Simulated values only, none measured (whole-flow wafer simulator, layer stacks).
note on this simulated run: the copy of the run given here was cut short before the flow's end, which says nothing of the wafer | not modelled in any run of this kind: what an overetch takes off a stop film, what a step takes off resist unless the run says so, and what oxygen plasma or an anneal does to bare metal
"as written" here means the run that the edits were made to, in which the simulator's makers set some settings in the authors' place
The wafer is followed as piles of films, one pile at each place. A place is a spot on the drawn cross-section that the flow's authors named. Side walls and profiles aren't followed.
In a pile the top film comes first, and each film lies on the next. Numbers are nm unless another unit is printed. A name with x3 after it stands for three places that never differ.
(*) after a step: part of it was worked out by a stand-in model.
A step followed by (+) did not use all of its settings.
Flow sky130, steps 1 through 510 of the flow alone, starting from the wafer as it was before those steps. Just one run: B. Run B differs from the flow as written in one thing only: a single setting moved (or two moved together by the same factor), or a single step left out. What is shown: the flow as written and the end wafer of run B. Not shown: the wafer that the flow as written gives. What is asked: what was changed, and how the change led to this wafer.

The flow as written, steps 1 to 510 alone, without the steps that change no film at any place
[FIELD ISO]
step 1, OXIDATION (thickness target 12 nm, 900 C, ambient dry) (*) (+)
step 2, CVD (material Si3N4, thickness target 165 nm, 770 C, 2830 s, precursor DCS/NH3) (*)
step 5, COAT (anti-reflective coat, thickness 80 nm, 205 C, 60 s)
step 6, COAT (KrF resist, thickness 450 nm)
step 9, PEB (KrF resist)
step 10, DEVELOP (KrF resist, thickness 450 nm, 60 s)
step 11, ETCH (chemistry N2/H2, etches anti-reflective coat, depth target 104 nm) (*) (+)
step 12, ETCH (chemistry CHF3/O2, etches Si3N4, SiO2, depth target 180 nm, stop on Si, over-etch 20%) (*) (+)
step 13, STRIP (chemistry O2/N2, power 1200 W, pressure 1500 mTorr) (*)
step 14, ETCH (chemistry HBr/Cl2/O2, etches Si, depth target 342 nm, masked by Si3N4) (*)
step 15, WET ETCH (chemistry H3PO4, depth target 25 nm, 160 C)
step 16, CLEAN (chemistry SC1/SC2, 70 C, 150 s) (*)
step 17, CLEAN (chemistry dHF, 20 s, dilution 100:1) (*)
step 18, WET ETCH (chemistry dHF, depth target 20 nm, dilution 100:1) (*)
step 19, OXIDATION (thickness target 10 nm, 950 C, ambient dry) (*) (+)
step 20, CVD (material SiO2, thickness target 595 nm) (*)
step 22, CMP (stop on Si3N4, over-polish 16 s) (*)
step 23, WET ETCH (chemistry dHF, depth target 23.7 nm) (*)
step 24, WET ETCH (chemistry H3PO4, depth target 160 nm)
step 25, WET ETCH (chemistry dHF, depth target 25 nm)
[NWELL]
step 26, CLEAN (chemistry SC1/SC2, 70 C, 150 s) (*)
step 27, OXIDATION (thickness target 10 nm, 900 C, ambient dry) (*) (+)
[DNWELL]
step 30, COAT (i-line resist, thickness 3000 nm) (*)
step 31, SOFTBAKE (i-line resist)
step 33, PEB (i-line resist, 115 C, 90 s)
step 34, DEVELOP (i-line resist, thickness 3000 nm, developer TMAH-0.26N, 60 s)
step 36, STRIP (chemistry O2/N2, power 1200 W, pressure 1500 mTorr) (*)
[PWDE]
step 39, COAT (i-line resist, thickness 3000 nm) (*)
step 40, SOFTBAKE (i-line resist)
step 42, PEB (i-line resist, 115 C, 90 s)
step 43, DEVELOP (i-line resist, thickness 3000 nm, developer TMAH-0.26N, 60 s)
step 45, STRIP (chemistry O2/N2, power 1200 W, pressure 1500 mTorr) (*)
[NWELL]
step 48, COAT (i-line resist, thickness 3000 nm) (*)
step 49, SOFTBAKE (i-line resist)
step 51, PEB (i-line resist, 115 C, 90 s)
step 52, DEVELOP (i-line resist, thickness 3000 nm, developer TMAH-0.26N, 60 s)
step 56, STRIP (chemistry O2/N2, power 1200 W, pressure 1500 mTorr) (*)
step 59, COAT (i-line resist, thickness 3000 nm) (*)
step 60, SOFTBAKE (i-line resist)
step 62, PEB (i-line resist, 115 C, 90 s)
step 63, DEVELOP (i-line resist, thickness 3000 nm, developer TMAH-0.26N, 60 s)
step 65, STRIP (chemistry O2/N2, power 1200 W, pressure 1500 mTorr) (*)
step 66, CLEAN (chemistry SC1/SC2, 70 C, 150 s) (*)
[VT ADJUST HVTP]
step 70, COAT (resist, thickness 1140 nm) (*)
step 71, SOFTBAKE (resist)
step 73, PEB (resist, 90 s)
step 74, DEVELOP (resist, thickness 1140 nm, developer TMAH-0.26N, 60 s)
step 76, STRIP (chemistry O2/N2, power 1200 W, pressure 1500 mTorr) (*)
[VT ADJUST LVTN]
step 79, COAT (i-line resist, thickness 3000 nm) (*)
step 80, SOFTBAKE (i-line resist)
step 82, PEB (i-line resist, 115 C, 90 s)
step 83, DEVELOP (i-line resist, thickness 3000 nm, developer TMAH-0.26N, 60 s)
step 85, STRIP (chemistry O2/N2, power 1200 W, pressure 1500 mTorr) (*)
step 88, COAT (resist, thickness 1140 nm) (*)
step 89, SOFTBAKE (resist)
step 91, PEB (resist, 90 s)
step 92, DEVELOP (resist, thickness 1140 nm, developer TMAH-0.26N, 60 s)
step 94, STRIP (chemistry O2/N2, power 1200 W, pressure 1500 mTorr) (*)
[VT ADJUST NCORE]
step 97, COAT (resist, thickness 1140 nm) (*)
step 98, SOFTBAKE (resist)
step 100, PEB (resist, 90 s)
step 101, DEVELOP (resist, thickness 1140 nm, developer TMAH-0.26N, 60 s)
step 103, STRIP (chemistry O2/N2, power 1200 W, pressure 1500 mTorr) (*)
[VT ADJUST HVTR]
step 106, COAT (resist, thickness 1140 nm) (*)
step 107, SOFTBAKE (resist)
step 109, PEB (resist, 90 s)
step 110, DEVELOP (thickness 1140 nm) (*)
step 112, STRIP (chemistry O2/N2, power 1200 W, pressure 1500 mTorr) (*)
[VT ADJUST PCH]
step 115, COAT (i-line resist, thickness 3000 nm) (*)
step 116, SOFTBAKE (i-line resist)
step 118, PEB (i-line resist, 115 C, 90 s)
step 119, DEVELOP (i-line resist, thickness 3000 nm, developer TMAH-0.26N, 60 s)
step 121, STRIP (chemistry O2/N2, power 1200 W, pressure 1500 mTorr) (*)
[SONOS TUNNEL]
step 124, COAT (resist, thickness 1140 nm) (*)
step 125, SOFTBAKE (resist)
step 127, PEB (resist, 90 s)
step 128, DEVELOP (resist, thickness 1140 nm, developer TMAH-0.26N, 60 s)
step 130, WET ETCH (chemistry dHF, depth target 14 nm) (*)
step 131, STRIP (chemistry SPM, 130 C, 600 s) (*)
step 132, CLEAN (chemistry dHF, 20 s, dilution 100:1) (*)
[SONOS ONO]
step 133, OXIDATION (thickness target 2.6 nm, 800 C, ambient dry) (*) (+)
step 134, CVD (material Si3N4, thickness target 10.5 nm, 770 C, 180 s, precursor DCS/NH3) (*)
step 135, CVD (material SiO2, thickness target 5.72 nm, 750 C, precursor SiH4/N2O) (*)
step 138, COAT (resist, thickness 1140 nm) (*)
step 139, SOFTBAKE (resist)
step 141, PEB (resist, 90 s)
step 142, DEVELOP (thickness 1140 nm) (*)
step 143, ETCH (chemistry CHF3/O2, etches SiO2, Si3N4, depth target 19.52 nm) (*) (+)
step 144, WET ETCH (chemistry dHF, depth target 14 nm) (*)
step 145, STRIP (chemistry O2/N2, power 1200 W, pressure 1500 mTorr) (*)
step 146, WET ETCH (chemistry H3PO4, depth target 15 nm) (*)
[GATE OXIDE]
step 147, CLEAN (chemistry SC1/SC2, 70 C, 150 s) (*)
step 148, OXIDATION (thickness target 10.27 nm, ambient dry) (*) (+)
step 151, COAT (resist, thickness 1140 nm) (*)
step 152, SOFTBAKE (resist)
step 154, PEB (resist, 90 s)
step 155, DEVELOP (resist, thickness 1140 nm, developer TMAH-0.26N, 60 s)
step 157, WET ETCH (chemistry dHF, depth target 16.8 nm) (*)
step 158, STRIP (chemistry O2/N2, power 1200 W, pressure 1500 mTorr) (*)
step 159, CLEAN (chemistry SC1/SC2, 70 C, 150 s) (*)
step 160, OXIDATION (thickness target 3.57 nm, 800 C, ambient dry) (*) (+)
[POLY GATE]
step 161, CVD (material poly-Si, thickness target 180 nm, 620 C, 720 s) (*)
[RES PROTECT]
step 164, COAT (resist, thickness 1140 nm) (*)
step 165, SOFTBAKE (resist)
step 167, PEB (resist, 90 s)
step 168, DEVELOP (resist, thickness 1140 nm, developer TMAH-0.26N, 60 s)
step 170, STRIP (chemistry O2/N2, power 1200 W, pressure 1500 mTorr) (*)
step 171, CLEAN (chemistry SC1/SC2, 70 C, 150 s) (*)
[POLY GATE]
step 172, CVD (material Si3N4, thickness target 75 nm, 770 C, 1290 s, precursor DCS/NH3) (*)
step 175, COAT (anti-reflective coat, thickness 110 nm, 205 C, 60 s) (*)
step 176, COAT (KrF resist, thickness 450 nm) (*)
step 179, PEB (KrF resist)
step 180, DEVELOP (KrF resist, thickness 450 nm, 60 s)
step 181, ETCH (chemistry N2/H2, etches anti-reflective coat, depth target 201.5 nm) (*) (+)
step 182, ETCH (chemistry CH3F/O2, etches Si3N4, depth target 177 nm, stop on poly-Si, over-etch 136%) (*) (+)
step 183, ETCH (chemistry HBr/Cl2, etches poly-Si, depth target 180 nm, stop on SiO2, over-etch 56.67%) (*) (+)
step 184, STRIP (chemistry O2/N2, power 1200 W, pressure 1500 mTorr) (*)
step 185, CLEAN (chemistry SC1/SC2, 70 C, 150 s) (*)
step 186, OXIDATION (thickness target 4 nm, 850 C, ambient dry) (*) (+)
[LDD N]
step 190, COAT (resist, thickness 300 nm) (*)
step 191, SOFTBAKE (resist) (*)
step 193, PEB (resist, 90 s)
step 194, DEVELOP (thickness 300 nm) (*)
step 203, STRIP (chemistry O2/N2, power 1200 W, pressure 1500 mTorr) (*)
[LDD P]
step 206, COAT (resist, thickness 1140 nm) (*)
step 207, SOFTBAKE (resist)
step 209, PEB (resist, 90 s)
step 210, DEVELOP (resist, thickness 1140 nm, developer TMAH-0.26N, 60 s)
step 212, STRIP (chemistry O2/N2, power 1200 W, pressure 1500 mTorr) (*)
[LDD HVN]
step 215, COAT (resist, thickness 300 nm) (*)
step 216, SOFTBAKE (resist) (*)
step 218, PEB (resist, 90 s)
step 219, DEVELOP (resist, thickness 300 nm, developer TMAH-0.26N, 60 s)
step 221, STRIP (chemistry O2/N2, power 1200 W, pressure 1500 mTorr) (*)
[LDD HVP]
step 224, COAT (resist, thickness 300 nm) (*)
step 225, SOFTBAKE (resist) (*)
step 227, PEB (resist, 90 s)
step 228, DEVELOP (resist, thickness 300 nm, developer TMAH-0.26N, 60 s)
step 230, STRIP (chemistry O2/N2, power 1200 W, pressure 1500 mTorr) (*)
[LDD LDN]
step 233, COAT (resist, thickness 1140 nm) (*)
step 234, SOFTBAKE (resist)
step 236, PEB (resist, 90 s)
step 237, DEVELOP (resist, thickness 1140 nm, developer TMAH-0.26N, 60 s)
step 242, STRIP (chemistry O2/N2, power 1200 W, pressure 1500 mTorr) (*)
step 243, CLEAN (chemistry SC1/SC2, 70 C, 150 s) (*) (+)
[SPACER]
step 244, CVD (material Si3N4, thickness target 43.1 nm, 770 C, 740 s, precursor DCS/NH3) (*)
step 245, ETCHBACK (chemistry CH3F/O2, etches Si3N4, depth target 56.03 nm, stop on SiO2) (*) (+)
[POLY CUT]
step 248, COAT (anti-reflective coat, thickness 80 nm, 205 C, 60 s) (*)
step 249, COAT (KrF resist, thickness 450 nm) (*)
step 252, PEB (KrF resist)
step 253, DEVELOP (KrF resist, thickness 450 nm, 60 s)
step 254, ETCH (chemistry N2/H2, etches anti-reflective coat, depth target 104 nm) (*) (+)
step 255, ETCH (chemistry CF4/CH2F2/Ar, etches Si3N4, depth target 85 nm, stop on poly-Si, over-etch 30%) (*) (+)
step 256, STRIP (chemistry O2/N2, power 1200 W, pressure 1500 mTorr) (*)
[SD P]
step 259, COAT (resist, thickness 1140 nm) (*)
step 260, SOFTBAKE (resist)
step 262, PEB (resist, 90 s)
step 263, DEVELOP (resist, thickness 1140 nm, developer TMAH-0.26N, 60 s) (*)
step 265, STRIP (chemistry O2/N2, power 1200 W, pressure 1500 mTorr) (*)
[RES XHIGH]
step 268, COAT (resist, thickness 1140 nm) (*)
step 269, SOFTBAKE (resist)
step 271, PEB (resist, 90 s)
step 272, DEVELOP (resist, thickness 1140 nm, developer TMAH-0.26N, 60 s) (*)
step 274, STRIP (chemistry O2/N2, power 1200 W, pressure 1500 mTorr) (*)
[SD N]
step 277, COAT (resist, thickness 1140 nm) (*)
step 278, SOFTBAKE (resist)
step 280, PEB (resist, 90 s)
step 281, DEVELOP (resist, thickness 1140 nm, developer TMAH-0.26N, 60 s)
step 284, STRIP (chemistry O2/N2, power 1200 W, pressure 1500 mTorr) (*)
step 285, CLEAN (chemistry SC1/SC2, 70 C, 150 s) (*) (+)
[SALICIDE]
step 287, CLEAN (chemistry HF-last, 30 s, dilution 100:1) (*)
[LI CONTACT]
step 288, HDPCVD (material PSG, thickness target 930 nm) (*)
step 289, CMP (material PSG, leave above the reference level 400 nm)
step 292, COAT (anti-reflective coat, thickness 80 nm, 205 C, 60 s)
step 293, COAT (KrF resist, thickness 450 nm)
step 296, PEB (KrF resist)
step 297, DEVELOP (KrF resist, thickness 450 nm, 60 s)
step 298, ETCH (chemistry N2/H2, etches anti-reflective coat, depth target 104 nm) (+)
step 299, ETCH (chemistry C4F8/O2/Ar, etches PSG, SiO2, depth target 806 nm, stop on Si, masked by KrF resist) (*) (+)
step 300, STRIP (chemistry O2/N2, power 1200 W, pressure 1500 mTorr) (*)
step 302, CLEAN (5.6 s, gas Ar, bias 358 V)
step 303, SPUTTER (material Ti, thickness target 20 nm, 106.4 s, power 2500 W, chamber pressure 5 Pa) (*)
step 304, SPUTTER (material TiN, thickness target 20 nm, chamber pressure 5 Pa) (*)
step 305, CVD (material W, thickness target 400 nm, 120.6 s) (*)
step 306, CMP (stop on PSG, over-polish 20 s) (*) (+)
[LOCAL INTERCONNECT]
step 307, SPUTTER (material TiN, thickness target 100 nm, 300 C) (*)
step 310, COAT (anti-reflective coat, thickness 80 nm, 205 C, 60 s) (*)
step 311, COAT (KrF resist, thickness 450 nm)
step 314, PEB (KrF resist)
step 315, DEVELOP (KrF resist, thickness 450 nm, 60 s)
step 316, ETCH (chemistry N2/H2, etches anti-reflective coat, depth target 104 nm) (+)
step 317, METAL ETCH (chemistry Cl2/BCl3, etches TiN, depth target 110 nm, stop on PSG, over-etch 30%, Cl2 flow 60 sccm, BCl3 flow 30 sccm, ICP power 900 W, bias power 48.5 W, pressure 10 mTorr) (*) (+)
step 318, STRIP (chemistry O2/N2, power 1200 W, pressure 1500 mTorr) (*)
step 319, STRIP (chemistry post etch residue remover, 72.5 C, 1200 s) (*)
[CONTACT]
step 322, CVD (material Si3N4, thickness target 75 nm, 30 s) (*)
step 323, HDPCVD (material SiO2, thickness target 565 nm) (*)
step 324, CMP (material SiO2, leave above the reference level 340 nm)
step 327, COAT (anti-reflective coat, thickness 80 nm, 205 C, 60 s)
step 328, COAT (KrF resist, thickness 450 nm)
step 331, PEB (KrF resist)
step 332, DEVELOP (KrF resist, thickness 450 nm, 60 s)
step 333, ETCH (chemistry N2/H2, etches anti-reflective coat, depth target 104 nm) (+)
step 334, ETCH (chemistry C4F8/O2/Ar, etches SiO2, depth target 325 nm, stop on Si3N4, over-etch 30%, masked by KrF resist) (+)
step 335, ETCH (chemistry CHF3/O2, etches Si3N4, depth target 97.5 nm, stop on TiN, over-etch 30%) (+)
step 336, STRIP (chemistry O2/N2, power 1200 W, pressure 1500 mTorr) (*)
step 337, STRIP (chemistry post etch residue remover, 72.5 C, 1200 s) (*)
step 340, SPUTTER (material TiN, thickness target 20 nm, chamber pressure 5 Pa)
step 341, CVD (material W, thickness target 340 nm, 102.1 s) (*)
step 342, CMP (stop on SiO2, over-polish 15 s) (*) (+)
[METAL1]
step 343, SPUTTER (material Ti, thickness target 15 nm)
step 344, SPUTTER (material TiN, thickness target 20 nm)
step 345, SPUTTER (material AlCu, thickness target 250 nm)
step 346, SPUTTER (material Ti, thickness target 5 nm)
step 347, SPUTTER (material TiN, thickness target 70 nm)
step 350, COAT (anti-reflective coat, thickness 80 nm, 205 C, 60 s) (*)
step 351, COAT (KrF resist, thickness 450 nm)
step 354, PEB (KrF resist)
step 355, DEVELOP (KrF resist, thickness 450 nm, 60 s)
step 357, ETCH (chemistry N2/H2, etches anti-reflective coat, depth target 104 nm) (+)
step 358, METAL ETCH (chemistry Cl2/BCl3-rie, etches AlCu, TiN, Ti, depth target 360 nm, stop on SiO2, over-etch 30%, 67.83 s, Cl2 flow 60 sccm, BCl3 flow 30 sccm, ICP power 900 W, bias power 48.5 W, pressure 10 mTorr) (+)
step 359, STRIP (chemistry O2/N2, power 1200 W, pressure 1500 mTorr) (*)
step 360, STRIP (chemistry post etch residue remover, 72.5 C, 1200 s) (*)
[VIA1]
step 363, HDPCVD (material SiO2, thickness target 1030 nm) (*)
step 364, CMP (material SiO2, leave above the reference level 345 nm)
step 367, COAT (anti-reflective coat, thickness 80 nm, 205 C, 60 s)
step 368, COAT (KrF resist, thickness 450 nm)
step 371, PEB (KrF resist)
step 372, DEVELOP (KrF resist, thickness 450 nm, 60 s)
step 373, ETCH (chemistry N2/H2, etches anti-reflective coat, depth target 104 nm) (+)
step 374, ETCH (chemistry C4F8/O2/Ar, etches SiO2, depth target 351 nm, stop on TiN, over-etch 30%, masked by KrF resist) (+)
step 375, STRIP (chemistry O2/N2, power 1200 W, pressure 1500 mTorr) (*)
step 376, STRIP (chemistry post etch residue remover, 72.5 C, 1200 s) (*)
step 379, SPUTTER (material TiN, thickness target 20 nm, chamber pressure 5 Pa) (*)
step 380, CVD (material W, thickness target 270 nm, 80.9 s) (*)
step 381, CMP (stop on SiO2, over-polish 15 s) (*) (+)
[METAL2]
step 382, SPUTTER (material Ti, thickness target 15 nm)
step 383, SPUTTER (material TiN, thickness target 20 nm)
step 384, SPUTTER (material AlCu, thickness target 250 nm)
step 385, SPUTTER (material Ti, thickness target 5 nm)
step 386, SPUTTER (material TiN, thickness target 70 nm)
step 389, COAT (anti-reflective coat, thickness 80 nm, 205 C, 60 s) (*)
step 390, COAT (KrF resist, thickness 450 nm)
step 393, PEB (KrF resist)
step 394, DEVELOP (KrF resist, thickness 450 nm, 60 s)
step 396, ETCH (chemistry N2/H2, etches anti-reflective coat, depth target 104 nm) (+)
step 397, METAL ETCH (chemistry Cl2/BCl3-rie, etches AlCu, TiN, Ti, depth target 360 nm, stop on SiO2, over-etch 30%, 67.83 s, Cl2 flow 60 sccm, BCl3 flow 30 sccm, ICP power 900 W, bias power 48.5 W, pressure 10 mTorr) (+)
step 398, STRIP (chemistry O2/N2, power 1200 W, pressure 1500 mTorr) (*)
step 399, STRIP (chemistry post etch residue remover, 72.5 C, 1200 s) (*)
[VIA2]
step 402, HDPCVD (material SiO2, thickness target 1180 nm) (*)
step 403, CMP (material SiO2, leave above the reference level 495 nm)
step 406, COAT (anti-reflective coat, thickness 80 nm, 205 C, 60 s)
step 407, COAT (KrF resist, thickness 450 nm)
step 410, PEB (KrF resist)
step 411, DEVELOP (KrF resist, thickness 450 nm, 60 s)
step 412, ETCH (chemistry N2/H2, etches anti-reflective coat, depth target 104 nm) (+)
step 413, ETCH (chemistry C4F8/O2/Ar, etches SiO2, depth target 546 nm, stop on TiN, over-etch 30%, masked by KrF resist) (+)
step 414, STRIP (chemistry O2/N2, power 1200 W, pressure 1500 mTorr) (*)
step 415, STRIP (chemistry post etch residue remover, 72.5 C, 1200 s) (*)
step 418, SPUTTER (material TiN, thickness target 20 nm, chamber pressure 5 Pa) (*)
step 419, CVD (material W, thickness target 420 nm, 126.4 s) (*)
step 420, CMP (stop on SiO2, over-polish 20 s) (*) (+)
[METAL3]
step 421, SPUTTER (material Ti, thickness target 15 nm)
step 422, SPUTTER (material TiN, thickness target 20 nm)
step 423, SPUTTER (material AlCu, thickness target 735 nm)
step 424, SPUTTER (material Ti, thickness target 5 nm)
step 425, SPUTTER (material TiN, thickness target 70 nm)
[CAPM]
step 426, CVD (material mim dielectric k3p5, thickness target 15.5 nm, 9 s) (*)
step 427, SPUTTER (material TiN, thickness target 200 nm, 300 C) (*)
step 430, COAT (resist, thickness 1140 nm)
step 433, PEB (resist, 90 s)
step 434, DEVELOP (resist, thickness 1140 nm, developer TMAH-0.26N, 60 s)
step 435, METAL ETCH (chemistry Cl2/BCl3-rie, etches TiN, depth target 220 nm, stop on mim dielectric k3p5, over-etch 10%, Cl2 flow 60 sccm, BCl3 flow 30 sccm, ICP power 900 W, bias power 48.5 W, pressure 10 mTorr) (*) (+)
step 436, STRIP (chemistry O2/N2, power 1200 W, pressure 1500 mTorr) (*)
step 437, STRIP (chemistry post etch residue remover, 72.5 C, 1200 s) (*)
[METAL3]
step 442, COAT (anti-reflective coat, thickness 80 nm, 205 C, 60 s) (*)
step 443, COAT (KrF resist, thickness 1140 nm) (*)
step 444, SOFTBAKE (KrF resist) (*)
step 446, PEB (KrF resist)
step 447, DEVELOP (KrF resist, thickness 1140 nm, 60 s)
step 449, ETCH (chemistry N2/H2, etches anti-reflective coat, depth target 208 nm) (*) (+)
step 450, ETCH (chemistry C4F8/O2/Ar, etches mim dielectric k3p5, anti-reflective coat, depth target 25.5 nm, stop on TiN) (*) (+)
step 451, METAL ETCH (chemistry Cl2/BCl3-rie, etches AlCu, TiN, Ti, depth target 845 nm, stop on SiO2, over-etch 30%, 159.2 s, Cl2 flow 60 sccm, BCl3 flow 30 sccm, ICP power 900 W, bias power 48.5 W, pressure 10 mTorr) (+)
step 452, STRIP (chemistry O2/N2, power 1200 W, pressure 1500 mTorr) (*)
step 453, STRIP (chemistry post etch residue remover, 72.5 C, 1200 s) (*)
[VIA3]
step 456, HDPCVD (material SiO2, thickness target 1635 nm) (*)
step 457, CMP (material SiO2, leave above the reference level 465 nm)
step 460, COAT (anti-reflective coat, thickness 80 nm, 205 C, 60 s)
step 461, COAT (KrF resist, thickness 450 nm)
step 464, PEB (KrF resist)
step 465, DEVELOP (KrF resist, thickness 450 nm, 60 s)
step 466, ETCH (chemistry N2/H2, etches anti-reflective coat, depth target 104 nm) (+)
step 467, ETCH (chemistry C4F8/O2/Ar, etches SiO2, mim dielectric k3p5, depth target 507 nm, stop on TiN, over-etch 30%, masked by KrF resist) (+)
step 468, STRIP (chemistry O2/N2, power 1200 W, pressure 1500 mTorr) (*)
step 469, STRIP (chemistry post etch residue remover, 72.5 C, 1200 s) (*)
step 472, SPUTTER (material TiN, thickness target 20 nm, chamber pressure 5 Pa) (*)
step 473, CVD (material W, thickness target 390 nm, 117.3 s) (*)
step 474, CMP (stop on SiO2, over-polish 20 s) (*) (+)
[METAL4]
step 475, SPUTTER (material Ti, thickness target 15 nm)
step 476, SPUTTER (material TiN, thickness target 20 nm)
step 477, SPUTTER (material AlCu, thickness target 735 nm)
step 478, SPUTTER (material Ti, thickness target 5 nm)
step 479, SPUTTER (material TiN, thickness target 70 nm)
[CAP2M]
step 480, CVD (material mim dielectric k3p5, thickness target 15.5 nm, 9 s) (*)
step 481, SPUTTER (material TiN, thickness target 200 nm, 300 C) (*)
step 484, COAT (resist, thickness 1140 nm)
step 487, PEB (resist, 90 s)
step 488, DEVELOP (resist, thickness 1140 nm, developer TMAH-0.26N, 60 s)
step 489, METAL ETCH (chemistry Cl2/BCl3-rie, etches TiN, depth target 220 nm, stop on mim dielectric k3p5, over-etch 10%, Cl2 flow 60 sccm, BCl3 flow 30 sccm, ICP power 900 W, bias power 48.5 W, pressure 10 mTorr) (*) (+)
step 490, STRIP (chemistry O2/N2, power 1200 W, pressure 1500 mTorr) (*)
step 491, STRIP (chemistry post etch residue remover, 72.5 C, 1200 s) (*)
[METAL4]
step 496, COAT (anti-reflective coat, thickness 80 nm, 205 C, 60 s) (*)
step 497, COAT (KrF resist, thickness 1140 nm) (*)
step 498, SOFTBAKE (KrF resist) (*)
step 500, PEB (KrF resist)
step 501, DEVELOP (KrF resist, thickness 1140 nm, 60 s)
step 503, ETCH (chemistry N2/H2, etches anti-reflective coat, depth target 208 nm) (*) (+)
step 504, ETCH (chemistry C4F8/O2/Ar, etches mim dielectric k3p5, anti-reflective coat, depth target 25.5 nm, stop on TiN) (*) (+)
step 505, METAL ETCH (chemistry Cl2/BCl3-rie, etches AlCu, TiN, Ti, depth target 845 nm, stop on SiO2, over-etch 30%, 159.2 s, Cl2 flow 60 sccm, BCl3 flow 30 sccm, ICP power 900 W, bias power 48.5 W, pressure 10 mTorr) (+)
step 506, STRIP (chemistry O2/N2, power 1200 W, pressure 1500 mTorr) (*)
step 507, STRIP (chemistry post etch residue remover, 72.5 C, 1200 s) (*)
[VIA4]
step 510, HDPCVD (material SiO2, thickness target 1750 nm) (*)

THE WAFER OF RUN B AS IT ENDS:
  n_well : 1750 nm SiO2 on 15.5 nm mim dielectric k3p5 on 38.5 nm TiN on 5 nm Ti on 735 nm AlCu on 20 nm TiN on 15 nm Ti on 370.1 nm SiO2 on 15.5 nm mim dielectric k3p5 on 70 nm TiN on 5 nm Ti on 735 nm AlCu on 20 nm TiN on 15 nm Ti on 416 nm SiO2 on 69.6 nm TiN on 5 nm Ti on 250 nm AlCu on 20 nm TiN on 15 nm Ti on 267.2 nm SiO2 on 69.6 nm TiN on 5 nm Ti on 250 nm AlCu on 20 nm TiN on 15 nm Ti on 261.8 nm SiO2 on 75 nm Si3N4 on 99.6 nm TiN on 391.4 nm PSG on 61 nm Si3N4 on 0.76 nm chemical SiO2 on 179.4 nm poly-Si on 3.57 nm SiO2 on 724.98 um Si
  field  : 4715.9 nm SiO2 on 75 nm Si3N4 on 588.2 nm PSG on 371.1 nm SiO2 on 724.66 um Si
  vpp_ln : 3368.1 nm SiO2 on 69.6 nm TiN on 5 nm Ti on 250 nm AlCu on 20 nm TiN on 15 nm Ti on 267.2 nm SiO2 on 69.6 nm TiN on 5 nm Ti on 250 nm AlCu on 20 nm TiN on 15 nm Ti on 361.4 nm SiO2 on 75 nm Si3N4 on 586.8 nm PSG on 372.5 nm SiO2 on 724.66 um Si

Cause: step 479, SPUTTER: thickness target 38.5 nm was run, whereas the flow has thickness target 70 nm.
One can read it off the wafer: n_well has TiN 38.5, and step 479 as written asks for 70 nm.

How this came from the change, step by step:
  step 479, SPUTTER (material TiN, thickness target 70 nm)
      field, active, n_well and 189 more: TiN gains 38.5 (new film) (it would be, as written: TiN gains 70 (new film))
  step 505, METAL ETCH (chemistry Cl2/BCl3-rie, etches AlCu, TiN, Ti, depth target 845 nm, stop on SiO2, over-etch 30%, 159.2 s, Cl2 flow 60 sccm, BCl3 flow 30 sccm, ICP power 900 W, bias power 48.5 W, pressure 10 mTorr) (+)
      field, active, gate and 70 more: TiN loses 38.5 (all of it), Ti loses 5 (all of it), AlCu loses 735 (all of it), TiN loses 20 (all of it), Ti loses 15 (all of it), SiO2 loses 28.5 (it would be, as written: TiN loses 70 (all of it), Ti loses 5 (all of it), AlCu loses 735 (all of it), TiN loses 20 (all of it), Ti loses 15 (all of it), SiO2 loses 25.4)
      vpp_iso1, mim_edge_plate, m1_ln and 12 more: TiN loses 38.5 (all of it), Ti loses 5 (all of it), AlCu loses 735 (all of it), TiN loses 20 (all of it), Ti loses 15 (all of it), SiO2 loses 28.5 (it would be, as written: TiN loses 70 (all of it), Ti loses 5 (all of it), AlCu loses 735 (all of it), TiN loses 20 (all of it), Ti loses 15 (all of it), SiO2 loses 25.3)
